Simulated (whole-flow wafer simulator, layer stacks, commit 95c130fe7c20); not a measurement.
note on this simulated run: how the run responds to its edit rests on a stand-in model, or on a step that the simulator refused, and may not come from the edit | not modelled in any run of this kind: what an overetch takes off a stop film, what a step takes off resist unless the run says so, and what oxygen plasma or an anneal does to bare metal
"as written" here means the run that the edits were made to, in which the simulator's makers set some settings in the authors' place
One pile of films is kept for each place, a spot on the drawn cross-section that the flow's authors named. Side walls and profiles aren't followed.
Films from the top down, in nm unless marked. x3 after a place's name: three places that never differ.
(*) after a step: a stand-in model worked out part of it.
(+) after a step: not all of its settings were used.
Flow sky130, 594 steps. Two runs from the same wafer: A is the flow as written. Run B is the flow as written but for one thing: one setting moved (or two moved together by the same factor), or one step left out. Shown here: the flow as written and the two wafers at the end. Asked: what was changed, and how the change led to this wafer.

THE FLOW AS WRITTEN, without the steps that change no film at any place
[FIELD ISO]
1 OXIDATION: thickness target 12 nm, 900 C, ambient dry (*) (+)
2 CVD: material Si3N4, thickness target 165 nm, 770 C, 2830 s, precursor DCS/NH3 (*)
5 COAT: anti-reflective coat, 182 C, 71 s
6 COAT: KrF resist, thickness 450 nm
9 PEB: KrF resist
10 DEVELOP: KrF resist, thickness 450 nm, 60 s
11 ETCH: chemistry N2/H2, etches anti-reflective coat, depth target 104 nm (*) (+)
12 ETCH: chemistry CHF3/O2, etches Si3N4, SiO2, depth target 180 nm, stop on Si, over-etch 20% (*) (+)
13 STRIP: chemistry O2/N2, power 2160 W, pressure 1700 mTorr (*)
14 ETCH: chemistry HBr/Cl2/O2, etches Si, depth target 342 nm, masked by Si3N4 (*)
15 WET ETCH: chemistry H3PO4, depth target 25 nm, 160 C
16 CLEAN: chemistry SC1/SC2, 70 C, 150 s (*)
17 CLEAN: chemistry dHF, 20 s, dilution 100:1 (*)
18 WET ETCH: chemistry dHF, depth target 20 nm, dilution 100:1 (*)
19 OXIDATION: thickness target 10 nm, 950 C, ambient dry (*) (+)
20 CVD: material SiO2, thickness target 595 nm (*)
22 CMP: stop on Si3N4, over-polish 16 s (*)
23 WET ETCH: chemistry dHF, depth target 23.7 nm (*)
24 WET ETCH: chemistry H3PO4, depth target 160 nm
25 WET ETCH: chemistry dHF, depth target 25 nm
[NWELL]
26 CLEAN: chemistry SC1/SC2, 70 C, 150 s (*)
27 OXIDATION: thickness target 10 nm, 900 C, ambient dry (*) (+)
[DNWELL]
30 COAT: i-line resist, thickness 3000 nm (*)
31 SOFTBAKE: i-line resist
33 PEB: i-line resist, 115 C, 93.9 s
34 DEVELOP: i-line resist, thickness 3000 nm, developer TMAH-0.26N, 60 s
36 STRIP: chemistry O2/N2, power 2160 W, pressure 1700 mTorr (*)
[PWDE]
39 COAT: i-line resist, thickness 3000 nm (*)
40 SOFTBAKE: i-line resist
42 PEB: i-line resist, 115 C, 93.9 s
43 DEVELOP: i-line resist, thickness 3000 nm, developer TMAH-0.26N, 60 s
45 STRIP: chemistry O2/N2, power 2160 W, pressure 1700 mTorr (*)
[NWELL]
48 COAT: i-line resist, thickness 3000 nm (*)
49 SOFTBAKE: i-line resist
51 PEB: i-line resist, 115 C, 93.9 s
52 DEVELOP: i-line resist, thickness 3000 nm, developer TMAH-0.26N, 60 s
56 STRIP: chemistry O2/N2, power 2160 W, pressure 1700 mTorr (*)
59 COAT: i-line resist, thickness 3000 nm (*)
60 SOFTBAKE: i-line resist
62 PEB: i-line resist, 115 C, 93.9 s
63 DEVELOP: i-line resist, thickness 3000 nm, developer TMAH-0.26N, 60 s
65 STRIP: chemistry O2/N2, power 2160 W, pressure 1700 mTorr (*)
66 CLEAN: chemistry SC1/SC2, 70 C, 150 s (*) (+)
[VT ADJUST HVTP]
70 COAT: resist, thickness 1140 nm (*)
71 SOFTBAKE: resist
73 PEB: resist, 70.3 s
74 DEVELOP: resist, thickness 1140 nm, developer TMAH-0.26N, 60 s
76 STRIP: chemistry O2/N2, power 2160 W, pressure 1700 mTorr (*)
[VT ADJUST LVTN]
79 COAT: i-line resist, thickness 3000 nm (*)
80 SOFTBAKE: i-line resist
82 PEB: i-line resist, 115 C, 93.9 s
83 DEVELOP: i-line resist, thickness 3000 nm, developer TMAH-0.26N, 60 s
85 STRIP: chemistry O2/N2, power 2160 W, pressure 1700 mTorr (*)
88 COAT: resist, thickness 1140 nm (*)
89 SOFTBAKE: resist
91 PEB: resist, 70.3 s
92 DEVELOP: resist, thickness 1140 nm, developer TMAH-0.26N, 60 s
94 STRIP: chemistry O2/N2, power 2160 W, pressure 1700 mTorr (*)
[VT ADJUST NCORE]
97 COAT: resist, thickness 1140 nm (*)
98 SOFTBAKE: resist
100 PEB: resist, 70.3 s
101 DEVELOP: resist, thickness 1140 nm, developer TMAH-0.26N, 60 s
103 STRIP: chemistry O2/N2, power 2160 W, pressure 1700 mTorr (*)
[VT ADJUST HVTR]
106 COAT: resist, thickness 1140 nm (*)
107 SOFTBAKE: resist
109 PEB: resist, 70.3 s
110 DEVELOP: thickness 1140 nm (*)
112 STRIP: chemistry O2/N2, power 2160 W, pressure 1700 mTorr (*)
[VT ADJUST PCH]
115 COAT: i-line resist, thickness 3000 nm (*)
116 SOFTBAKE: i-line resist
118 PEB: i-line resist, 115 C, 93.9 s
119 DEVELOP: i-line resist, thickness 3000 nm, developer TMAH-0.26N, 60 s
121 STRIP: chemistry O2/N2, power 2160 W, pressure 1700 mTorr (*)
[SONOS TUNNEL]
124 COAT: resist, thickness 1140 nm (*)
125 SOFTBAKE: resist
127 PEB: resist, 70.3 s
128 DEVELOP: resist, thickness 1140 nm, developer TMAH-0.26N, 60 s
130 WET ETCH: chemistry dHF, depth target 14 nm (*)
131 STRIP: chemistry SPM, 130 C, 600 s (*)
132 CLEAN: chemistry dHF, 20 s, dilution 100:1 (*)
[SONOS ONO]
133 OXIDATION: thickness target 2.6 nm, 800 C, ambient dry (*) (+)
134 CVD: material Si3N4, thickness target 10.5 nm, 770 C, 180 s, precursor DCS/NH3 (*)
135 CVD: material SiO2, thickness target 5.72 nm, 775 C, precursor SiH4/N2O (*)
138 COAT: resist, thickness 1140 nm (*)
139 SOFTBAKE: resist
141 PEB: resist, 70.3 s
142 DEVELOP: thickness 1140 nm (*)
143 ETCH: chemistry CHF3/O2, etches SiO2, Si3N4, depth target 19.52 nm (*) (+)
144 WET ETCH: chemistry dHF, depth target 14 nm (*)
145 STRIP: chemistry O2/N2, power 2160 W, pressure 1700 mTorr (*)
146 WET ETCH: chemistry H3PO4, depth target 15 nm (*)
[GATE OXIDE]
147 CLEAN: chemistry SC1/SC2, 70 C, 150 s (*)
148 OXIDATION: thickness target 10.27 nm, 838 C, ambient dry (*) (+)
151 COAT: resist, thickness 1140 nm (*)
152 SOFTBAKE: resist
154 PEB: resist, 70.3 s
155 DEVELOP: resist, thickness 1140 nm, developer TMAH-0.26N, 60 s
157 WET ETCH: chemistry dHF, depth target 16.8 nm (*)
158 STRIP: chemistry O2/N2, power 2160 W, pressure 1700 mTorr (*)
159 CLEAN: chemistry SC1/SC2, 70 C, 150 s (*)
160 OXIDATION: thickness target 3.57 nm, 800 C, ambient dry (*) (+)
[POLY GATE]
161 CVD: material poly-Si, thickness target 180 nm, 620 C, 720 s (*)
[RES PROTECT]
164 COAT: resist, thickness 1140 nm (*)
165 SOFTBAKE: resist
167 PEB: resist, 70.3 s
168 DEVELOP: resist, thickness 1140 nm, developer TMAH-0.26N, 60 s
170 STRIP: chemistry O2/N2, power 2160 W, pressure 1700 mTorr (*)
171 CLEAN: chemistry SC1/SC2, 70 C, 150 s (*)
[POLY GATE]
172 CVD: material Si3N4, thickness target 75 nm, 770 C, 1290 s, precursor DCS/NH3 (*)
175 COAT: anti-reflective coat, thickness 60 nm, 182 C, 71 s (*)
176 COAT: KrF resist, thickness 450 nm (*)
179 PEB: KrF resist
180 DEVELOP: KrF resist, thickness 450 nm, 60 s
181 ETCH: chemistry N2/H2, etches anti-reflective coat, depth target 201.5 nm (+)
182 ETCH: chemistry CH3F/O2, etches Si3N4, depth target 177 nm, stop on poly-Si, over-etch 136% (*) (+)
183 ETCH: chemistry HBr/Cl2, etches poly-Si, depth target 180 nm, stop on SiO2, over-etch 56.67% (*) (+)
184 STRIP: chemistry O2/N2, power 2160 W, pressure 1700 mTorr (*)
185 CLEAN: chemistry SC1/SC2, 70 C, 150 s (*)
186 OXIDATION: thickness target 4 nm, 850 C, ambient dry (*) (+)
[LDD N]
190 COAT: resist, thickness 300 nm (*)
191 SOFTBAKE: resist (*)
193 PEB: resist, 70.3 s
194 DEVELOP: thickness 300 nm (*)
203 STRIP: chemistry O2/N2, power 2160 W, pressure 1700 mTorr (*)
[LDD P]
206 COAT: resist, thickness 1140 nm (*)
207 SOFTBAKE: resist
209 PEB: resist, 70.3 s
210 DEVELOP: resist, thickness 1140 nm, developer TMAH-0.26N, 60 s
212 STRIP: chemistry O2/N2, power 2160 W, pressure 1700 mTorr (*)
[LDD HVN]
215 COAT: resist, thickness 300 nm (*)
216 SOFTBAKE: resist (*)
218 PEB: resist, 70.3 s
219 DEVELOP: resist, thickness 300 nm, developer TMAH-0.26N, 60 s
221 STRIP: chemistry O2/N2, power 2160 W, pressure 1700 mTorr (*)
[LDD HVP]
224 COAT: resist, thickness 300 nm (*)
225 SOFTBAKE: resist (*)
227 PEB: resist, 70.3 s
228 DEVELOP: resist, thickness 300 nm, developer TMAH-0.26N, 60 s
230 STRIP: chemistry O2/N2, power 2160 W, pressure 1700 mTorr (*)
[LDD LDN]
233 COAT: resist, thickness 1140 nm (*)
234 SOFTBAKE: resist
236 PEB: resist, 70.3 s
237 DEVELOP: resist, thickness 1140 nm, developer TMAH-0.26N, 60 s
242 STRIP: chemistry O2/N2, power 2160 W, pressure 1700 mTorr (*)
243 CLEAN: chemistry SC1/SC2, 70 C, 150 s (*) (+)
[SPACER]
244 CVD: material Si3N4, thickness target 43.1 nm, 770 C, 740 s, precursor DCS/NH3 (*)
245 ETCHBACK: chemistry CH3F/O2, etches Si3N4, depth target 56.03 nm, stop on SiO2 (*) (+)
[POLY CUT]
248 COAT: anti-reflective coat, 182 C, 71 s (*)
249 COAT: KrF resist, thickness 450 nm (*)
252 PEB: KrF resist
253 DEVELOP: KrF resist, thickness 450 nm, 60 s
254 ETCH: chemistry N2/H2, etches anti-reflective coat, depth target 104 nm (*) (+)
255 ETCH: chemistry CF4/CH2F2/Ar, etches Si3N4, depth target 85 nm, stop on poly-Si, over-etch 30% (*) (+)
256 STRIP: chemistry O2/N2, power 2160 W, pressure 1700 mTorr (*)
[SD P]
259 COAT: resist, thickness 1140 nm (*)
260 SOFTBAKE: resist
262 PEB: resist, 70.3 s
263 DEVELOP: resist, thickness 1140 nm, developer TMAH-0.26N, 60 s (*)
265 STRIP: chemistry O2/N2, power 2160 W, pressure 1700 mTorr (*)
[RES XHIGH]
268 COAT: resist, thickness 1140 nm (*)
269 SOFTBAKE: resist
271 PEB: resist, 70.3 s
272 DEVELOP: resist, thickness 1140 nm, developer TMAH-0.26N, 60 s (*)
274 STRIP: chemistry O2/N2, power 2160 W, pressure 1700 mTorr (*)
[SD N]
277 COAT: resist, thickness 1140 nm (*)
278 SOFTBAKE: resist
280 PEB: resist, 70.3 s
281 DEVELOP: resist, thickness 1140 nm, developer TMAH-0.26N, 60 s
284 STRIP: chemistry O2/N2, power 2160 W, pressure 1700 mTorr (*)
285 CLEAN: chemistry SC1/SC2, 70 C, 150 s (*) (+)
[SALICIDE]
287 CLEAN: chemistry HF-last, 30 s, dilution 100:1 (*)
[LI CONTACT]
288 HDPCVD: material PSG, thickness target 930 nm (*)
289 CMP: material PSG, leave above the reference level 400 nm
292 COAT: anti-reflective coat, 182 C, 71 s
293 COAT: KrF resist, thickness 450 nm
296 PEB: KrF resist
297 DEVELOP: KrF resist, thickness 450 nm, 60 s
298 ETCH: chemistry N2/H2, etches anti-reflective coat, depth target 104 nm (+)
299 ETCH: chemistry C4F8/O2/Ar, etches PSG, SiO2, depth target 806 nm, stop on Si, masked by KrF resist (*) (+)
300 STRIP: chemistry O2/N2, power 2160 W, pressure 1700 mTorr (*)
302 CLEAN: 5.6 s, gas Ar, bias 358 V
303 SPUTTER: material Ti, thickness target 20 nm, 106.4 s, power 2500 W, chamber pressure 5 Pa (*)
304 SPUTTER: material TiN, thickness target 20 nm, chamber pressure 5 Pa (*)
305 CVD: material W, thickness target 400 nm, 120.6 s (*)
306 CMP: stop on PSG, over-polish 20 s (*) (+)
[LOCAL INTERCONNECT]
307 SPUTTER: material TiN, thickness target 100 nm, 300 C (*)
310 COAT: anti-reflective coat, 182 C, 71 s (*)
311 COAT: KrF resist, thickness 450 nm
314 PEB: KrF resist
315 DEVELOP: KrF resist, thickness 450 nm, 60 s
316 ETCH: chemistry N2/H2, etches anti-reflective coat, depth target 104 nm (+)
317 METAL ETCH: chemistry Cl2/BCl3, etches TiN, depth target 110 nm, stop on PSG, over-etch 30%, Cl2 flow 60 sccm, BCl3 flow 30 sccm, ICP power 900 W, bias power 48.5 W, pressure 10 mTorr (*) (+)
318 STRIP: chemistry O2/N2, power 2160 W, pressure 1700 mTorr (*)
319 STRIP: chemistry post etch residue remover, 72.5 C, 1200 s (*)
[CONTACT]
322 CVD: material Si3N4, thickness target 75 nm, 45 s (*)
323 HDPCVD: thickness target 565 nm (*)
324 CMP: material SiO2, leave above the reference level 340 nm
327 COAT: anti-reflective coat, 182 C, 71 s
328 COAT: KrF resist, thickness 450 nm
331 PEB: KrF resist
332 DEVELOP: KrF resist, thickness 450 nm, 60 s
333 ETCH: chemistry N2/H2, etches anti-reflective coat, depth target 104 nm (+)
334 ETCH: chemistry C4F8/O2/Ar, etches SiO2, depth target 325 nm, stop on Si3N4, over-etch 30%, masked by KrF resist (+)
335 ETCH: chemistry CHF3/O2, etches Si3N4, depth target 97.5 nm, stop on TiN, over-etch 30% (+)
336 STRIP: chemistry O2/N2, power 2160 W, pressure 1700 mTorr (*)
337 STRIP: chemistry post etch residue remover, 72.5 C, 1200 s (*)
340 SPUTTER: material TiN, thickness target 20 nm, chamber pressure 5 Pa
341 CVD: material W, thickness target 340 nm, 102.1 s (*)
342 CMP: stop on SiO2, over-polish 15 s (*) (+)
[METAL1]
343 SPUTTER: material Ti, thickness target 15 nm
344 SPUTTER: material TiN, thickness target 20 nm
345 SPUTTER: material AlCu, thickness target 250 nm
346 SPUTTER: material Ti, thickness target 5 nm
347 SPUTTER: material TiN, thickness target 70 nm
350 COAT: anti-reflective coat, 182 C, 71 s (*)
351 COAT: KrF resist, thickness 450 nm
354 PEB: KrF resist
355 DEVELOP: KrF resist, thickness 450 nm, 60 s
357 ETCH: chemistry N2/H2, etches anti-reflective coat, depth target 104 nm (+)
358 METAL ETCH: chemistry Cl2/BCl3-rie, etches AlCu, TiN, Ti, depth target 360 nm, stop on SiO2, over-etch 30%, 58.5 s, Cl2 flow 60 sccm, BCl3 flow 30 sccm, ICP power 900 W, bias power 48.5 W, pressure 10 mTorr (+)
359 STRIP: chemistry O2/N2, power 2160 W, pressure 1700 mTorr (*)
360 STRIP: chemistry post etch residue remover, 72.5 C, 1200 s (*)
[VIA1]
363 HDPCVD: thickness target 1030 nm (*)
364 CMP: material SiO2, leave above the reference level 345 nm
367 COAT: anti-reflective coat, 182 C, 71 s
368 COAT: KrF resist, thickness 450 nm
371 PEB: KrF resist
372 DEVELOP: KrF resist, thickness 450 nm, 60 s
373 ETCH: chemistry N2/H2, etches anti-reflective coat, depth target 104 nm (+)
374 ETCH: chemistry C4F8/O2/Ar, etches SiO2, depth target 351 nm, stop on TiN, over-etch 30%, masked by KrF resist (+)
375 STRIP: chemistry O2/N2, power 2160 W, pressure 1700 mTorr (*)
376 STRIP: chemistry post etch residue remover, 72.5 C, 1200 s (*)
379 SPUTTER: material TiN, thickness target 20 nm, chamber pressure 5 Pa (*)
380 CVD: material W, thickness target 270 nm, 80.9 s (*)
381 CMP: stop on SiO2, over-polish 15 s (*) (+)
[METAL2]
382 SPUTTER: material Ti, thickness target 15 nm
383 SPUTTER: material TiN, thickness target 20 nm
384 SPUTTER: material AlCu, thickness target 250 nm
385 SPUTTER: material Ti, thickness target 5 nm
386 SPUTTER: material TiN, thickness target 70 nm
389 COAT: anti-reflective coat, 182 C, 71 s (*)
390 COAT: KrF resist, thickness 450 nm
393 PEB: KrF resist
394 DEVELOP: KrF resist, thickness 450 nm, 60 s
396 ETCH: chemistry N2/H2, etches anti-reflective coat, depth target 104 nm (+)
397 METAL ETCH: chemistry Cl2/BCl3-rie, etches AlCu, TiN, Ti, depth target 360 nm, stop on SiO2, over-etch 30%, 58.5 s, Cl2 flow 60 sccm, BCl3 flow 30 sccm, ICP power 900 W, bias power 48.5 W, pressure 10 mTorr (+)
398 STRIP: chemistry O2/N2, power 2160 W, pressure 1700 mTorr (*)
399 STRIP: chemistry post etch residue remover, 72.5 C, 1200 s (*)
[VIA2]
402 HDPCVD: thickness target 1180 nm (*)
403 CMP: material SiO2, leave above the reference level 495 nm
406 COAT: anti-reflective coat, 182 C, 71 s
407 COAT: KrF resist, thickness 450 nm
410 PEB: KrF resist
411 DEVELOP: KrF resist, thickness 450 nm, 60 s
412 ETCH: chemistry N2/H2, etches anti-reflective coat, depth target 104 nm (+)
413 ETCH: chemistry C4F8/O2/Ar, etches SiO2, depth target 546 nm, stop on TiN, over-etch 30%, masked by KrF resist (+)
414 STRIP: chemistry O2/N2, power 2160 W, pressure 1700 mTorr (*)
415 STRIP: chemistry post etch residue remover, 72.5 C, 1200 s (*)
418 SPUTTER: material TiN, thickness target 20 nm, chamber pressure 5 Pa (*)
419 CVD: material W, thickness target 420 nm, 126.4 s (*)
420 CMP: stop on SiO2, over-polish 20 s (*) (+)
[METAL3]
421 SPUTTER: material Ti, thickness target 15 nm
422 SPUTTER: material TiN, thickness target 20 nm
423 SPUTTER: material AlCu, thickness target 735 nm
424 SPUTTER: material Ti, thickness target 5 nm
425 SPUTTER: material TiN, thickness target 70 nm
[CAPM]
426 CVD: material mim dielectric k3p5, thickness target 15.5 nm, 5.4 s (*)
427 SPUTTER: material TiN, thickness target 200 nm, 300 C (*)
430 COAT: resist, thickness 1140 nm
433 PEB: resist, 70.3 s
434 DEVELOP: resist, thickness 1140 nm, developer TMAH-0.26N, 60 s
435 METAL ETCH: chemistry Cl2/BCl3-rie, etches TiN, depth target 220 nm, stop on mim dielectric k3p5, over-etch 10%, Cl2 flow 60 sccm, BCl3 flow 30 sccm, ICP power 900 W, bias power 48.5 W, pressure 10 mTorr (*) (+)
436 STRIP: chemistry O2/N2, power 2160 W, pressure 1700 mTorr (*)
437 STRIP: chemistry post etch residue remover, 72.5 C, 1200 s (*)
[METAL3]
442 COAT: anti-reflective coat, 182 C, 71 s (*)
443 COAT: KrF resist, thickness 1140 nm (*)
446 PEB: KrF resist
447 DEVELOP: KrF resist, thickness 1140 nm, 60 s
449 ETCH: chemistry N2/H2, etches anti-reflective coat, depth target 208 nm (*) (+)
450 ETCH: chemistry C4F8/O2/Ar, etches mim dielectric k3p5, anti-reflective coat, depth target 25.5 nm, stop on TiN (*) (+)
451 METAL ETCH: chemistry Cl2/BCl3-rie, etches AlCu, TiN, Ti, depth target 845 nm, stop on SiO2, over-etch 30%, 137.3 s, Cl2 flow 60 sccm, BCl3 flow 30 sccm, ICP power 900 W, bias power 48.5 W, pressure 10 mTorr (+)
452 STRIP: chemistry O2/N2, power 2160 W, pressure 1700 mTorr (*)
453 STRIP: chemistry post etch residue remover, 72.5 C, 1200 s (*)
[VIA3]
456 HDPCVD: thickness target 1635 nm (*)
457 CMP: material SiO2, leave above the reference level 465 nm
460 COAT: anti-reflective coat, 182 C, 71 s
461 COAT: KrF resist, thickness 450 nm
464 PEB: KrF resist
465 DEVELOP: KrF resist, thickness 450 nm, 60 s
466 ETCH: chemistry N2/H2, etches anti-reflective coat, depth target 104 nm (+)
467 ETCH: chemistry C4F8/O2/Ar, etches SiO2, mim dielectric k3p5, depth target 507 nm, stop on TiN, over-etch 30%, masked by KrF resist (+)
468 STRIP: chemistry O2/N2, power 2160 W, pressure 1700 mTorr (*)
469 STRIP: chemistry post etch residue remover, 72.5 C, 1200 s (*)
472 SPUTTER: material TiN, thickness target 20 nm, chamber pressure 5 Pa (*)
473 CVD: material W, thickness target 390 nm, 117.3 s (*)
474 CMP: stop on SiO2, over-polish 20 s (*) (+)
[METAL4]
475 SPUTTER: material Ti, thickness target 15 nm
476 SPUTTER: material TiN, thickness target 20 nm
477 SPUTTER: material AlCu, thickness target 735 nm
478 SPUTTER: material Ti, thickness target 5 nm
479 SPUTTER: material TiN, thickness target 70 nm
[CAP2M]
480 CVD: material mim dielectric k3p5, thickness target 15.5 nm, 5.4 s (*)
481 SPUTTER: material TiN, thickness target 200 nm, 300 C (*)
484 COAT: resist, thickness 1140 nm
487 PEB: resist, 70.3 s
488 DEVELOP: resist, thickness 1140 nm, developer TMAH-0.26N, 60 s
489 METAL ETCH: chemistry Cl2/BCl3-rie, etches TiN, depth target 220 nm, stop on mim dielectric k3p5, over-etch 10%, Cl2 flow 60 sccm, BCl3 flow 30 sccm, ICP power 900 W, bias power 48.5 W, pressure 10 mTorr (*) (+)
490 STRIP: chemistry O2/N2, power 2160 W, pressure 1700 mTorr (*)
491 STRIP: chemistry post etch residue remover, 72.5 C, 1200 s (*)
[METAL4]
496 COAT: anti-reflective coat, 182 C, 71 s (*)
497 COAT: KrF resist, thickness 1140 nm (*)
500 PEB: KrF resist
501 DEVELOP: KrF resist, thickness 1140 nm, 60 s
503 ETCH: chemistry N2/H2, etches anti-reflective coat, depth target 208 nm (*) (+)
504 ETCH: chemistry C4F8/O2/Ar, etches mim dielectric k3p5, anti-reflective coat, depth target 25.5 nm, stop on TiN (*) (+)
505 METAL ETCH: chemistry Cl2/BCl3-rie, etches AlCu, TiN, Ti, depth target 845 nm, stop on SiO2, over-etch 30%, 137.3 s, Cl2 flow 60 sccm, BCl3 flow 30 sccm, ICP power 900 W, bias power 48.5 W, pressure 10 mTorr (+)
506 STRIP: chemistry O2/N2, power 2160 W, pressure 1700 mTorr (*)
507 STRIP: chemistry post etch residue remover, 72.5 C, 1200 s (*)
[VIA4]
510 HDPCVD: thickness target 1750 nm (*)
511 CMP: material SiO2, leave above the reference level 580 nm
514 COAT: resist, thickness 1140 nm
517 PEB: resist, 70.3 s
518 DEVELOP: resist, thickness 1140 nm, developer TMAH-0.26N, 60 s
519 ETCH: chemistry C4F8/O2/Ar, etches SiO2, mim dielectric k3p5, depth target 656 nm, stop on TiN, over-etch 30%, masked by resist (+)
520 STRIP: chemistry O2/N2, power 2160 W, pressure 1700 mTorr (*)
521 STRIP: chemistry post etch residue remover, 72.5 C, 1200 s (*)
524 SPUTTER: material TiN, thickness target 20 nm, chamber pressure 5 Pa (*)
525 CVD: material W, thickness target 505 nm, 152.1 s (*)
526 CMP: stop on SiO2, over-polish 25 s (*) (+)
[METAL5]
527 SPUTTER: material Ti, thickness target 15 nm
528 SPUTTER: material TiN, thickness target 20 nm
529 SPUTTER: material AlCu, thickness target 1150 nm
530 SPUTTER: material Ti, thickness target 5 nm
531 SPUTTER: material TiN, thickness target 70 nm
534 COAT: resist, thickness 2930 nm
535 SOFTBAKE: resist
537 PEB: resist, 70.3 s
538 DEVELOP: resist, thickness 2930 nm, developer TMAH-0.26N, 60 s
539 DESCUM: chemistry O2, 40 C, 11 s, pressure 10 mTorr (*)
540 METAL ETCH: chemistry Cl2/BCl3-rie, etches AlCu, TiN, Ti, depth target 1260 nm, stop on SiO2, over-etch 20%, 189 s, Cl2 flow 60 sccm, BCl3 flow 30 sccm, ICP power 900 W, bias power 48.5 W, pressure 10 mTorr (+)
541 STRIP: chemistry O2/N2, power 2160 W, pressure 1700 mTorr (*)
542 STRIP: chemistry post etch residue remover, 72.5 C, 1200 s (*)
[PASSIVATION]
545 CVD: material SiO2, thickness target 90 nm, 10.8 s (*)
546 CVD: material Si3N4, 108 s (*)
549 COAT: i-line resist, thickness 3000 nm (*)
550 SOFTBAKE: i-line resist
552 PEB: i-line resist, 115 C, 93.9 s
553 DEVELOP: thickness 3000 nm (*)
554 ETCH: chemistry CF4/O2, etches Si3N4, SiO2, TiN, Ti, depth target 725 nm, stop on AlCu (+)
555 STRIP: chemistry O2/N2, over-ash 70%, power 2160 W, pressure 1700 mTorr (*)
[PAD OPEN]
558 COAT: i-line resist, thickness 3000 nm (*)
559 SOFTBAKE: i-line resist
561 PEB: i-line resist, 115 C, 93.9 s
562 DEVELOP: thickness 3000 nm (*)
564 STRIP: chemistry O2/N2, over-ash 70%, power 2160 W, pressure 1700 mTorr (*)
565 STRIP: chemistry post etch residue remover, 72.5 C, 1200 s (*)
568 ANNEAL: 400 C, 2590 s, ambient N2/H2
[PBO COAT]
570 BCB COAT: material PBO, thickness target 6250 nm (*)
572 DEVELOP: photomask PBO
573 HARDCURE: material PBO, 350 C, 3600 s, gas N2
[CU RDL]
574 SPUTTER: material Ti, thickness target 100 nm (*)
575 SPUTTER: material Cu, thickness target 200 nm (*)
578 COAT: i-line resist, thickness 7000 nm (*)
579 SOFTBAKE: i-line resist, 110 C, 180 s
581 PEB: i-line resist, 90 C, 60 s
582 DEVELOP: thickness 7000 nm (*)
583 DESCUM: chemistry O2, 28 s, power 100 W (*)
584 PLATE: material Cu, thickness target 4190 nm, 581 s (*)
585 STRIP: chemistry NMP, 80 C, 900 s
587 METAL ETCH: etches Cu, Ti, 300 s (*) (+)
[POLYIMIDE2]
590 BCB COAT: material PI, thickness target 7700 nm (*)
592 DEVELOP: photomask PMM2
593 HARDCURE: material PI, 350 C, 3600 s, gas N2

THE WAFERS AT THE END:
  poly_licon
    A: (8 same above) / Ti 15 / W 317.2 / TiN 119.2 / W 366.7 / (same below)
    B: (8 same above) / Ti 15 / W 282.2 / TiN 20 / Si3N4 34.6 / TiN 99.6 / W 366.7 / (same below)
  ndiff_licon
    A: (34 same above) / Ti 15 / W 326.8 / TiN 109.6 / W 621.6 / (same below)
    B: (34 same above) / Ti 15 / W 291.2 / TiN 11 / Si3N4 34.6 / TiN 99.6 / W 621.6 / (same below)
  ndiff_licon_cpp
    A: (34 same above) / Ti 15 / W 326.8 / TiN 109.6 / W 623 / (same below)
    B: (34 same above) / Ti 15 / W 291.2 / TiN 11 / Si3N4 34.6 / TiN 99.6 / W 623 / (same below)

The cause: step 335, ETCH: depth target 40 nm was run, where the flow has depth target 97.5 nm.

How the change led to this, step by step:
  335 ETCH: chemistry CHF3/O2, etches Si3N4, depth target 97.5 nm, stop on TiN, over-etch 30% (+)
      poly_licon, ndiff_licon, ndiff_licon_cpp, rpo_hd_licon: A Si3N4 -75 (all of it) | B Si3N4 -40
      field, active, n_well and 184 more: A KrF resist -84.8 | B KrF resist -34.8
  336 STRIP: chemistry O2/N2, power 2160 W, pressure 1700 mTorr (*)
      field, active, n_well and 184 more: A KrF resist -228 (all of it), anti-reflective coat -80 (all of it) | B KrF resist -278 (all of it), anti-reflective coat -80 (all of it)
  340 SPUTTER: material TiN, thickness target 20 nm, chamber pressure 5 Pa
      ndiff_licon, ndiff_licon_cpp, rpo_hd_licon: A TiN +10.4 | B TiN +11 (new film)
      poly_licon: A TiN +20 | B TiN +20 (new film)
  341 CVD: material W, thickness target 340 nm, 102.1 s (*)
      ndiff_licon, ndiff_licon_cpp, rpo_hd_licon: A W +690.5 (new film) | B W +654.9 (new film)
  342 CMP: stop on SiO2, over-polish 15 s (*) (+)
      poly_licon: A W -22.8 | B W -57.8
Counting metal films that touch as one body, poly_licon has 3 bodies (between them, from the top down: Si3N4 34.6; void 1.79); the flow as written gives 2 bodies (between them, from the top down: void 1.79).
Counting metal films that touch as one body, ndiff_licon has 7 bodies (between them, from the top down: SiO2 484 / mim dielectric k3p5 15.5; SiO2 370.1 / mim dielectric k3p5 15.5; SiO2 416; SiO2 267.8; Si3N4 34.6; void 1.78); the flow as written gives 6 bodies (between them, from the top down: SiO2 484 / mim dielectric k3p5 15.5; SiO2 370.1 / mim dielectric k3p5 15.5; SiO2 416; SiO2 267.8; void 1.78).
Counting metal films that touch as one body, ndiff_licon_cpp has 7 bodies (between them, from the top down: SiO2 484 / mim dielectric k3p5 15.5; SiO2 370.1 / mim dielectric k3p5 15.5; SiO2 416; SiO2 267.8; Si3N4 34.6; void 1.78); the flow as written gives 6 bodies (between them, from the top down: SiO2 484 / mim dielectric k3p5 15.5; SiO2 370.1 / mim dielectric k3p5 15.5; SiO2 416; SiO2 267.8; void 1.78).
